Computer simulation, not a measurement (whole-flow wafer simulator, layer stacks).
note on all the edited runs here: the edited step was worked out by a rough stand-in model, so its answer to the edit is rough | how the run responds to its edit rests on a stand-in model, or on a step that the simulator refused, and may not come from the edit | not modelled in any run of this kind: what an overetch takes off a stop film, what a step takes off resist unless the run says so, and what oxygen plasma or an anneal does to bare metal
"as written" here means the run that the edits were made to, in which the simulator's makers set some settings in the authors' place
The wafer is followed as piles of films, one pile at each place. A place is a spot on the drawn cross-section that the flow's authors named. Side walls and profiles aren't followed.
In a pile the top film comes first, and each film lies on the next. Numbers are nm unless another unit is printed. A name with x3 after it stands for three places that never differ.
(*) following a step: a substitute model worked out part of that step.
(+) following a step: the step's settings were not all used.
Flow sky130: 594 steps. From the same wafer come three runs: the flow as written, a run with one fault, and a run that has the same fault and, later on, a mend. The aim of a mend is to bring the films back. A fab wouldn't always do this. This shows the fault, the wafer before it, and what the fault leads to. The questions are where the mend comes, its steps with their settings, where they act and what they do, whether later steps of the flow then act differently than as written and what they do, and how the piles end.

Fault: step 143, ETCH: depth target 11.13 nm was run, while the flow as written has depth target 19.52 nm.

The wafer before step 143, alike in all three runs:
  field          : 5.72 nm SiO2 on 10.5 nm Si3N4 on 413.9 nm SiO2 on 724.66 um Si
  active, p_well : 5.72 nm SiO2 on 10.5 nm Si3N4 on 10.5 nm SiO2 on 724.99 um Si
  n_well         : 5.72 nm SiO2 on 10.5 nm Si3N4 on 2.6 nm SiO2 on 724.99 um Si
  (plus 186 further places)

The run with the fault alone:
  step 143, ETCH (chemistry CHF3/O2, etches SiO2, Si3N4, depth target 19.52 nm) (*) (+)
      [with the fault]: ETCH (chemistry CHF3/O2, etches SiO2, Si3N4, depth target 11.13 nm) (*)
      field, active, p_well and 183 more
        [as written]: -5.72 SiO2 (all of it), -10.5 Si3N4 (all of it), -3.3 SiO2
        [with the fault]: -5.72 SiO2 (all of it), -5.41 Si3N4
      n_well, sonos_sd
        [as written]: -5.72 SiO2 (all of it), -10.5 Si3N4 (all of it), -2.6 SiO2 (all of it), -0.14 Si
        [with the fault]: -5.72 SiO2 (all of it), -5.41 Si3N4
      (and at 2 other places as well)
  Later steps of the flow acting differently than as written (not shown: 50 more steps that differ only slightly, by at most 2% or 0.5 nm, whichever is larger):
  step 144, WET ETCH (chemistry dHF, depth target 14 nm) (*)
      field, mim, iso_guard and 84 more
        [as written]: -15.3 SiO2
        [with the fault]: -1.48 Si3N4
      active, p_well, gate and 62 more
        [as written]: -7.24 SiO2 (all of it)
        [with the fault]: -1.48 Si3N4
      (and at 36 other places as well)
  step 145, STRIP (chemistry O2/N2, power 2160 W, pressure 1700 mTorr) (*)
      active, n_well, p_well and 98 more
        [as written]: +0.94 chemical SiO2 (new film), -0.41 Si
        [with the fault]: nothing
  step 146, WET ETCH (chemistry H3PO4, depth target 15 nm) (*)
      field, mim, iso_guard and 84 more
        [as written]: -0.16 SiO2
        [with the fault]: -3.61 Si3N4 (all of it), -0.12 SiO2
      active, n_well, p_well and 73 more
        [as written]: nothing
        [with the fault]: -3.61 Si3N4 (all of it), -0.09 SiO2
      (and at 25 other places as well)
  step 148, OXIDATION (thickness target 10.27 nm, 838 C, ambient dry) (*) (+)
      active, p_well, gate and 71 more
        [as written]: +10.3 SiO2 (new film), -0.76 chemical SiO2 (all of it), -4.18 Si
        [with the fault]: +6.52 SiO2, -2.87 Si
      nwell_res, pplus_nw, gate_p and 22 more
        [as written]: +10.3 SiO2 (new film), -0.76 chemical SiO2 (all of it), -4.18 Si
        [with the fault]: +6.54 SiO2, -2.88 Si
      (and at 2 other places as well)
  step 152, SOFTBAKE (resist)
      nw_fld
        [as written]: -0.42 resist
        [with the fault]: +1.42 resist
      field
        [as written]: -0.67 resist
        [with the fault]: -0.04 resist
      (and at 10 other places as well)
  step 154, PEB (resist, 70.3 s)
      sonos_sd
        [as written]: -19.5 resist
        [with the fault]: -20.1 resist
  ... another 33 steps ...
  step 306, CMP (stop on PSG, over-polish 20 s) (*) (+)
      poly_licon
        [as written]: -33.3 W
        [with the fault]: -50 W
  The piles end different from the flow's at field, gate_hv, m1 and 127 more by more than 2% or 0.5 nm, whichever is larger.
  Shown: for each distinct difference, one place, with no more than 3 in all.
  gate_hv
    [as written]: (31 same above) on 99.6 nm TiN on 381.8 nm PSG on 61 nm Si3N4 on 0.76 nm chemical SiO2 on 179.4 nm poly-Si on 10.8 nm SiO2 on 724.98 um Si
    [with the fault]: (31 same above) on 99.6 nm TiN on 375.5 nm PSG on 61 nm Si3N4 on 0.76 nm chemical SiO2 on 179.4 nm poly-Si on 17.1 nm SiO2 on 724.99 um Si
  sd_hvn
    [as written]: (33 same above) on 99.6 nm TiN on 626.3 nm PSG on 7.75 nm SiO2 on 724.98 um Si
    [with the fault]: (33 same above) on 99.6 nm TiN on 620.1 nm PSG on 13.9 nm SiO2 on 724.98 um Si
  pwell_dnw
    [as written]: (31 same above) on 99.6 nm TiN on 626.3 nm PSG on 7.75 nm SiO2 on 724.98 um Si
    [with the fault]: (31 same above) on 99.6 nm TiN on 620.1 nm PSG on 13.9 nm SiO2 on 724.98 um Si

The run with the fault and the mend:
  The mend stands after step 143.
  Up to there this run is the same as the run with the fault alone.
  step 143a, ETCH (chemistry CHF3/O2, etches SiO2, Si3N4, depth target 8.394 nm) (*) (+) (the flow's step 143 again, with other settings)
      field, active, p_well and 183 more
        -5.09 Si3N4 (all of it), -3.3 SiO2
      n_well, sonos_sd
        -5.09 Si3N4 (all of it), -2.6 SiO2 (all of it), -0.14 Si
      sonos_cell, sonos_cell_x
        -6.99 resist
  Later steps of the flow that are run all act as written at every place that is followed, up to a difference of at most 2% or 0.5 nm, whichever is larger.
  At every place that both follow, the piles at the end match the flow's.
